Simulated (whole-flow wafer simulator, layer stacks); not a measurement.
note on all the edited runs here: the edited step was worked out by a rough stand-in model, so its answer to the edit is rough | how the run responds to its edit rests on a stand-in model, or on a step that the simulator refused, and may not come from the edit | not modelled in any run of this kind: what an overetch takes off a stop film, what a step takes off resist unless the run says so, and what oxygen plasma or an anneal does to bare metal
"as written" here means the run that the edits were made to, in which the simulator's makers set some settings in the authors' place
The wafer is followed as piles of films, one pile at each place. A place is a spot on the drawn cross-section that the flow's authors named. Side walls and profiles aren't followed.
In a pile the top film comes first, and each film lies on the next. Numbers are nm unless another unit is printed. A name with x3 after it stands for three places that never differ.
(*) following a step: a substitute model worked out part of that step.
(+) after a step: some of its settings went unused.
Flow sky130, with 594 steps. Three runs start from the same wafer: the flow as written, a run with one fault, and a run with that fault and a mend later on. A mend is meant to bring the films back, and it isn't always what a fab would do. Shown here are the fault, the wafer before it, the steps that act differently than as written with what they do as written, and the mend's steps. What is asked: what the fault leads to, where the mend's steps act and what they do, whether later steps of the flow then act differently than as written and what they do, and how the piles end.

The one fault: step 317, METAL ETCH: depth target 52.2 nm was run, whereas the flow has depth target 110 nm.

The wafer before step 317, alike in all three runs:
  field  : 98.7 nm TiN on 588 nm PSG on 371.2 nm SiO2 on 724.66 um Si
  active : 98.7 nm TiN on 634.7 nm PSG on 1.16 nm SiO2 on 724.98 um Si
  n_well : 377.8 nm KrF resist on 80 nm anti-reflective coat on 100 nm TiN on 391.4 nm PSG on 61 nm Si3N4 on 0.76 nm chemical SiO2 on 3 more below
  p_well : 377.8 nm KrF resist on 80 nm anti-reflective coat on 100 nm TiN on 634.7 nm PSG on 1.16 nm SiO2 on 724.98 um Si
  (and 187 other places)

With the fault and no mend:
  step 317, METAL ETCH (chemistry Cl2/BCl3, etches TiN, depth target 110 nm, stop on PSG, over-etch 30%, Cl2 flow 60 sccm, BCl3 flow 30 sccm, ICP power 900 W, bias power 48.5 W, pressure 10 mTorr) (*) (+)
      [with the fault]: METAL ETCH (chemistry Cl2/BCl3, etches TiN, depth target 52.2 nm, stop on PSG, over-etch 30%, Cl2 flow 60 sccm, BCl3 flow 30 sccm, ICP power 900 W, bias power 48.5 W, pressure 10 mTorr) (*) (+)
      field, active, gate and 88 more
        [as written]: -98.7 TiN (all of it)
        [with the fault]: -52.2 TiN
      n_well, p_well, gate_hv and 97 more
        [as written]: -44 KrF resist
        [with the fault]: -20.9 KrF resist
  Steps later in the flow that act otherwise than as written (not shown: 20 more steps that differ only slightly, by at most 2% or 0.5 nm, whichever is larger):
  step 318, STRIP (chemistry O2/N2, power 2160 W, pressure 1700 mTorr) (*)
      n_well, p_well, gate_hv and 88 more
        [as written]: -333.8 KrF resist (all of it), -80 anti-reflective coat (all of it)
        [with the fault]: -356.9 KrF resist (all of it), -80 anti-reflective coat (all of it)
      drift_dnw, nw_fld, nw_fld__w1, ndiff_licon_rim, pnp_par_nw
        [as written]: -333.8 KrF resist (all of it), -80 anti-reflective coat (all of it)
        [with the fault]: -357 KrF resist (all of it), -80 anti-reflective coat (all of it)
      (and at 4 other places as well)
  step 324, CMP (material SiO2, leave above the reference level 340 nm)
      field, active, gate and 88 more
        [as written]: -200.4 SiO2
        [with the fault]: -246.5 SiO2
  At field, active, gate and 90 more, the piles at the end differ from the flow's by more than 2% or 0.5 nm, whichever is larger.
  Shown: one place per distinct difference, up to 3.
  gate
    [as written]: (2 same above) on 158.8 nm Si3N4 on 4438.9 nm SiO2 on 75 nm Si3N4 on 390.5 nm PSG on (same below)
    [with the fault]: (2 same above) on 158.8 nm Si3N4 on 4392.9 nm SiO2 on 75 nm Si3N4 on 46 nm TiN on 390.5 nm PSG on (same below)
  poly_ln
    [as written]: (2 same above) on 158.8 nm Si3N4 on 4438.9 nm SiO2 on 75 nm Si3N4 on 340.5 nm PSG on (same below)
    [with the fault]: (2 same above) on 158.8 nm Si3N4 on 4392.9 nm SiO2 on 75 nm Si3N4 on 46 nm TiN on 340.5 nm PSG on (same below)
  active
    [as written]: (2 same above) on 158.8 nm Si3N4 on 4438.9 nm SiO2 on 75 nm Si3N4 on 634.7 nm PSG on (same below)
    [with the fault]: (2 same above) on 158.8 nm Si3N4 on 4392.9 nm SiO2 on 75 nm Si3N4 on 46 nm TiN on 634.7 nm PSG on (same below)

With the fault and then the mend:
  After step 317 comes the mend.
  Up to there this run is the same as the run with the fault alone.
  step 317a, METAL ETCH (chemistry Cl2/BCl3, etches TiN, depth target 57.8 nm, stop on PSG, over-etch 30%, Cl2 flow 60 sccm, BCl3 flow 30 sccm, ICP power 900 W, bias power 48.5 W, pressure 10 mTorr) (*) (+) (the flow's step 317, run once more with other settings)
      n_well, p_well, gate_hv and 97 more
        -23.1 KrF resist
      field, active, gate and 88 more
        -46.5 TiN (all of it)
  None of the later steps of the flow acts differently than as written at any place that is followed.
  At every place that both follow, the piles at the end match the flow's.
